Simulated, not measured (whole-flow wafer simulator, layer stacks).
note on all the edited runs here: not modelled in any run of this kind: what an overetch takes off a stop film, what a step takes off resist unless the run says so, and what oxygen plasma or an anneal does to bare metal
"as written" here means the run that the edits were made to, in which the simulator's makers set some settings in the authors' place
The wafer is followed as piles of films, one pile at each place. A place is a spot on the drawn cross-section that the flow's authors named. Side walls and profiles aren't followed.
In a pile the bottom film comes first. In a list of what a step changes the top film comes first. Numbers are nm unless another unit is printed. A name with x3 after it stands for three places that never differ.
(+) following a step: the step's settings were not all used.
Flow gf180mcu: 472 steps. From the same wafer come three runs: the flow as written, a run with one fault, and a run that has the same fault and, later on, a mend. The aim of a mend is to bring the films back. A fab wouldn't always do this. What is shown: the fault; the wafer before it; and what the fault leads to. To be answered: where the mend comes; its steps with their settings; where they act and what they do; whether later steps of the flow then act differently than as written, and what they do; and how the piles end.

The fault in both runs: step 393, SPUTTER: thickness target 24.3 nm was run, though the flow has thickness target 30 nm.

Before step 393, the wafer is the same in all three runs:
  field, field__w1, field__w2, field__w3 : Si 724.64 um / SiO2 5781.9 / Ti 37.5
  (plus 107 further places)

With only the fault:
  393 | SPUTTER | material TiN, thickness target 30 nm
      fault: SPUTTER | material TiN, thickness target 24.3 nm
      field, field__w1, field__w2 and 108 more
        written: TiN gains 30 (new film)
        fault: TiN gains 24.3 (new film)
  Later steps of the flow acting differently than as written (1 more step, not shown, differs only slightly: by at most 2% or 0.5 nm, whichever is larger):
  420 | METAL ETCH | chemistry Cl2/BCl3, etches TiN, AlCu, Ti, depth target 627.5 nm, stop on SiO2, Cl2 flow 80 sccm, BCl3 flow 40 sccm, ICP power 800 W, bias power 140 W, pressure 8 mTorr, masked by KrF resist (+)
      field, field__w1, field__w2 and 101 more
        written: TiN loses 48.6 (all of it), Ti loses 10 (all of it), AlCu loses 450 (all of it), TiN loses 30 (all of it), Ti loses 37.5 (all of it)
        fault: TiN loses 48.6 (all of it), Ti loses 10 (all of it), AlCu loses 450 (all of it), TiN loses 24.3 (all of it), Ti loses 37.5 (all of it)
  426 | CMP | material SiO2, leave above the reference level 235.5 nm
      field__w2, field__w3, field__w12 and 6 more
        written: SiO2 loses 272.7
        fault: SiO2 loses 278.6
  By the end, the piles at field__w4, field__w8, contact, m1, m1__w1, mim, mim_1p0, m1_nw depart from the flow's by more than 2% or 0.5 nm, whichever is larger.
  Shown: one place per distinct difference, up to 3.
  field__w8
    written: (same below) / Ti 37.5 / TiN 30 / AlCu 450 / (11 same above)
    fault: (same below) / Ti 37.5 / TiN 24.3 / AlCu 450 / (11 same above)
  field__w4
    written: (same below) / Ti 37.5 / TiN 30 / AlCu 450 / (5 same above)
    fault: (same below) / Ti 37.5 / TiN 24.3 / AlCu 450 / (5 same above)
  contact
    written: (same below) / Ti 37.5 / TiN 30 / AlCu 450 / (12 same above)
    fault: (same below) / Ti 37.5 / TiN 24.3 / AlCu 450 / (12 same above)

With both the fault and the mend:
  The mend stands after step 393.
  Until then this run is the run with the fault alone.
  393a | SPUTTER | material TiN, thickness target 5.7 nm (the flow's step 393 again, with other settings)
      field, field__w1, field__w2 and 108 more
        TiN gains 5.7
  Later steps of the flow that are run all act as written at every place that is followed.
  At every place that both follow, the piles at the end match the flow's.
